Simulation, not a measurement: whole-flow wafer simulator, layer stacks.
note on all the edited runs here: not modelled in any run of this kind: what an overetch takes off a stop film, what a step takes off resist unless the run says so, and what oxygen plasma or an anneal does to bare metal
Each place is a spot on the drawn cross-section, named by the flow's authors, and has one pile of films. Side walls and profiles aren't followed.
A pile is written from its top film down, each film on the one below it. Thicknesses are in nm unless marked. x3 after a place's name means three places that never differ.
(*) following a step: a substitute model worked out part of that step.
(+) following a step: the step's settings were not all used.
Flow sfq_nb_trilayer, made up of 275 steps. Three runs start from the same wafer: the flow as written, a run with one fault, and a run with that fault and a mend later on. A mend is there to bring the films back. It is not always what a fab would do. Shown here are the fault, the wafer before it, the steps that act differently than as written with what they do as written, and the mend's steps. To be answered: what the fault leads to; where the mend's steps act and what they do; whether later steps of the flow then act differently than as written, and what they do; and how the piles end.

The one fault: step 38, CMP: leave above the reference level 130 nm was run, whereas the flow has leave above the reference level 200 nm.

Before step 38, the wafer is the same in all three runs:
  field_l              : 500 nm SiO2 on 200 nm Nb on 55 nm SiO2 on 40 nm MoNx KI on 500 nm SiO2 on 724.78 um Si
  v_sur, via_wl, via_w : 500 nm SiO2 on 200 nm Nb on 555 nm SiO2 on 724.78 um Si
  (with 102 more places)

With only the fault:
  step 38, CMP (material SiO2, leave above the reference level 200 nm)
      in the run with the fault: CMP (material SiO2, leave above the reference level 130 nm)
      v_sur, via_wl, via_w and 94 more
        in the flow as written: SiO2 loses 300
        in the run with the fault: SiO2 loses 370
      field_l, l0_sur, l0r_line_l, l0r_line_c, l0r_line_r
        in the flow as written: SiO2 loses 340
        in the run with the fault: SiO2 loses 410
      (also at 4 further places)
  Steps further on in the flow that do not act as written (not shown: 3 more steps that differ only slightly, by at most 2% or 0.5 nm, whichever is larger):
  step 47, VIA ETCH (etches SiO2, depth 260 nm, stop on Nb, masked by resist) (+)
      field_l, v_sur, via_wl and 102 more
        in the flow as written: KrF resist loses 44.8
        in the run with the fault: KrF resist loses 33.6
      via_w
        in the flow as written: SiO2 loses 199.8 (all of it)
        in the run with the fault: SiO2 loses 129.8 (all of it)
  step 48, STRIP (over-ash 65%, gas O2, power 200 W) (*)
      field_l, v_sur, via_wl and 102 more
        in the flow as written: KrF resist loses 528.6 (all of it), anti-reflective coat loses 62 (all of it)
        in the run with the fault: KrF resist loses 539.9 (all of it), anti-reflective coat loses 62 (all of it)
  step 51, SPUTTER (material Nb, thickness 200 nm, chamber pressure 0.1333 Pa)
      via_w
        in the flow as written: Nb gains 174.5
        in the run with the fault: Nb gains 188.6
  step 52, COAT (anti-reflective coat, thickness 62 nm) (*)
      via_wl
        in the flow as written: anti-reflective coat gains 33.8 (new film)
        in the run with the fault: anti-reflective coat gains 37.1 (new film)
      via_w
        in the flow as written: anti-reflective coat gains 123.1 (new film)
        in the run with the fault: anti-reflective coat gains 107.4 (new film)
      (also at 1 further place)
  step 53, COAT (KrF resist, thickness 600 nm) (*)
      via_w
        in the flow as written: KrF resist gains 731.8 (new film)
        in the run with the fault: KrF resist gains 674.7 (new film)
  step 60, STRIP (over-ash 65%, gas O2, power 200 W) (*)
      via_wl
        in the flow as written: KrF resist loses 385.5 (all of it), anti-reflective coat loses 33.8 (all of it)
        in the run with the fault: KrF resist loses 391 (all of it), anti-reflective coat loses 37.1 (all of it)
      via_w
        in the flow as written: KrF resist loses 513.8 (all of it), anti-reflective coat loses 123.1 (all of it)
        in the run with the fault: KrF resist loses 456.9 (all of it), anti-reflective coat loses 107.4 (all of it)
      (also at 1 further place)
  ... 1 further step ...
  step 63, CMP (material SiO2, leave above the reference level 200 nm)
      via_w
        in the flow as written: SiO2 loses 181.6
        in the run with the fault: SiO2 loses 159.7
  At field_l, v_sur, via_wl and 103 more, the piles at the end differ from the flow's by more than 2% or 0.5 nm, whichever is larger.
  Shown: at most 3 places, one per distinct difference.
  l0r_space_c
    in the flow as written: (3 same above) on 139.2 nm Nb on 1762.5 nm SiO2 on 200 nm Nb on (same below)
    in the run with the fault: (3 same above) on 139.2 nm Nb on 1692.5 nm SiO2 on 200 nm Nb on (same below)
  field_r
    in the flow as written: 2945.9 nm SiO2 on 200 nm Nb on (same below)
    in the run with the fault: 2875.9 nm SiO2 on 200 nm Nb on (same below)
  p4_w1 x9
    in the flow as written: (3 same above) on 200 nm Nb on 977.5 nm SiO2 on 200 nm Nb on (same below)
    in the run with the fault: (3 same above) on 200 nm Nb on 907.5 nm SiO2 on 200 nm Nb on (same below)

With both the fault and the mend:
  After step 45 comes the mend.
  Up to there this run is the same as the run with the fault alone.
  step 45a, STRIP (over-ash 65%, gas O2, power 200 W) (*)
      field_l, v_sur, via_wl and 102 more
        KrF resist loses 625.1 (all of it), anti-reflective coat loses 62 (all of it)
      via_w
        anti-reflective coat loses 62 (all of it)
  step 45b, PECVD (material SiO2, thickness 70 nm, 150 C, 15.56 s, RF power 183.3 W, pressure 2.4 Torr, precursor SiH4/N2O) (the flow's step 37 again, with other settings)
      field_l, v_sur, via_wl and 103 more
        SiO2 gains 70
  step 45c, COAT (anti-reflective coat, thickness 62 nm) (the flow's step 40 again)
      field_l, v_sur, via_wl and 103 more
        anti-reflective coat gains 62 (new film)
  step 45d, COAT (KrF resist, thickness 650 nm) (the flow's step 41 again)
      field_l, v_sur, via_wl and 103 more
        KrF resist gains 650 (new film)
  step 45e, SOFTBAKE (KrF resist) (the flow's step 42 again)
      alters no film at any place that is followed
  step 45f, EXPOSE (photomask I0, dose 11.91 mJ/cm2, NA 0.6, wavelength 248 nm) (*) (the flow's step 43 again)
      alters no film at any place that is followed
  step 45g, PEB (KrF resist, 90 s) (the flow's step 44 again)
      field_l, v_sur, via_wl and 103 more
        KrF resist loses 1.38
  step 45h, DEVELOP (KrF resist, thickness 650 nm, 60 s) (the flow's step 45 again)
      field_l, v_sur, via_wl and 102 more
        KrF resist loses 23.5
      via_w
        KrF resist loses 648.6 (all of it)
  Later steps of the flow that are run all act as written at every place that is followed.
  The piles end the same as the flow's at every place that both follow.
